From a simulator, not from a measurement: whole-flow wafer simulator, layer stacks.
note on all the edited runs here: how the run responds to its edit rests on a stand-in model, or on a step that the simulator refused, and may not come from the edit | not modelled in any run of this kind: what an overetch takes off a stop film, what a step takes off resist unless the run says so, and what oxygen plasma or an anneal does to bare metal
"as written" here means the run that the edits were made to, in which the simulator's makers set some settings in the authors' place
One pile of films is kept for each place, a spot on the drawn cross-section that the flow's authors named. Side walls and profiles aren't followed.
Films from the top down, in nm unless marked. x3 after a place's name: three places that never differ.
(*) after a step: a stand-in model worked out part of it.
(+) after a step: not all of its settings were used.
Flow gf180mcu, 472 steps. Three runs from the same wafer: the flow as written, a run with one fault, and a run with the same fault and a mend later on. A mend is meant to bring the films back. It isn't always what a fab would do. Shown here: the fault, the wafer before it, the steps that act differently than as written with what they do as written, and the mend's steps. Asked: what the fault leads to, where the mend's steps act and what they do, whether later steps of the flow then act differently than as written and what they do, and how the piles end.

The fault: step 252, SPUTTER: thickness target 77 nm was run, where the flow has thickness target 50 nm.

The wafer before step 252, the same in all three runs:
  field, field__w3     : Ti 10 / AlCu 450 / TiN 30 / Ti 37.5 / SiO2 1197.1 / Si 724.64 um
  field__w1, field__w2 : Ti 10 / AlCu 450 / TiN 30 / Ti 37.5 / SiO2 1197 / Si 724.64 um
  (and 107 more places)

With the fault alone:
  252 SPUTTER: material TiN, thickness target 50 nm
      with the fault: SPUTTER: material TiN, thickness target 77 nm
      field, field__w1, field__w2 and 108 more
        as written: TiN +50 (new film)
        with the fault: TiN +77 (new film)
  Later steps of the flow that act differently than as written (3 more steps differ only slightly, by at most 2% or 0.5 nm, whichever is larger, and aren't shown):
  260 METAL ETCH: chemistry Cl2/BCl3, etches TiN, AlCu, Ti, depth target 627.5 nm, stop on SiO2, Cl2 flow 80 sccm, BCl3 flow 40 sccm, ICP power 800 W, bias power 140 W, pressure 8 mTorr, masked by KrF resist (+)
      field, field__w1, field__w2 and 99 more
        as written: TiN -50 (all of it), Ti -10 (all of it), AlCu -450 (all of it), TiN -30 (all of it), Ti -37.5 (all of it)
        with the fault: TiN -77 (all of it), Ti -10 (all of it), AlCu -450 (all of it), TiN -30 (all of it), Ti -37.5 (all of it)
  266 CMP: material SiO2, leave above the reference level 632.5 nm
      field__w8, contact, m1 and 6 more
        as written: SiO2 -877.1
        with the fault: SiO2 -904.1
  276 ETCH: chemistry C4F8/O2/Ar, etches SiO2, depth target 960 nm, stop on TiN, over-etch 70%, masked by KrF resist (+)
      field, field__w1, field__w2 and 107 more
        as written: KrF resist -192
        with the fault: KrF resist -185.5
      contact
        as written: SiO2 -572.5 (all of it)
        with the fault: SiO2 -545.5 (all of it)
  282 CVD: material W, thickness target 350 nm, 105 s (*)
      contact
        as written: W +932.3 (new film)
        with the fault: W +905 (new film)
  At the end the piles differ from the flow's by more than 2% or 0.5 nm, whichever is larger, at field__w8, contact, m1 and 6 more.
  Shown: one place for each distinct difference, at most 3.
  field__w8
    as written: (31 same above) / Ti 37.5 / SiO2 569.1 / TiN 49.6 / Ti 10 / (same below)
    with the fault: (31 same above) / Ti 37.5 / SiO2 542.1 / TiN 76.6 / Ti 10 / (same below)
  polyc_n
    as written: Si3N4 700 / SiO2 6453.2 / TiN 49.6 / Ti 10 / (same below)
    with the fault: Si3N4 700 / SiO2 6426.2 / TiN 76.6 / Ti 10 / (same below)
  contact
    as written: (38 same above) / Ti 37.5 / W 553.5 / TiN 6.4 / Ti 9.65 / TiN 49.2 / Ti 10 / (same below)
    with the fault: (38 same above) / Ti 37.5 / W 526.2 / TiN 6.51 / Ti 9.81 / TiN 76.2 / Ti 10 / (same below)

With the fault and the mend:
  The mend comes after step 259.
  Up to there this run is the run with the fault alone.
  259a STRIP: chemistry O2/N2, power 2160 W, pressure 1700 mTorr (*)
      field__w8, contact, m1 and 6 more
        KrF resist -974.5 (all of it)
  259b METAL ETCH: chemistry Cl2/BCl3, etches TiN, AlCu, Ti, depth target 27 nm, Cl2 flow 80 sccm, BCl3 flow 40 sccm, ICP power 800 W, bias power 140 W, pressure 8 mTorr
      field, field__w1, field__w2 and 108 more
        TiN -27
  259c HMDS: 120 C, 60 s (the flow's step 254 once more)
      changes no film at any place that is followed
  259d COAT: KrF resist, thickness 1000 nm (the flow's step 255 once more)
      field, field__w1, field__w2 and 108 more
        KrF resist +1000 (new film)
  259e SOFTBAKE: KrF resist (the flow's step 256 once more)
      changes no film at any place that is followed
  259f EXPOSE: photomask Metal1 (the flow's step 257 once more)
      changes no film at any place that is followed
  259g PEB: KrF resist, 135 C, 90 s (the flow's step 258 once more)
      field, field__w1, field__w2 and 108 more
        KrF resist -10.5
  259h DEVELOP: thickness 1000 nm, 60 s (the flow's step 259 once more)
      field, field__w1, field__w2 and 99 more
        KrF resist -989.5 (all of it)
      field__w8, contact, m1 and 6 more
        KrF resist -14.9
  No later step of the flow acts differently than as written at any place that is followed.
  At the end the piles are the same as the flow's at every place that both follow.
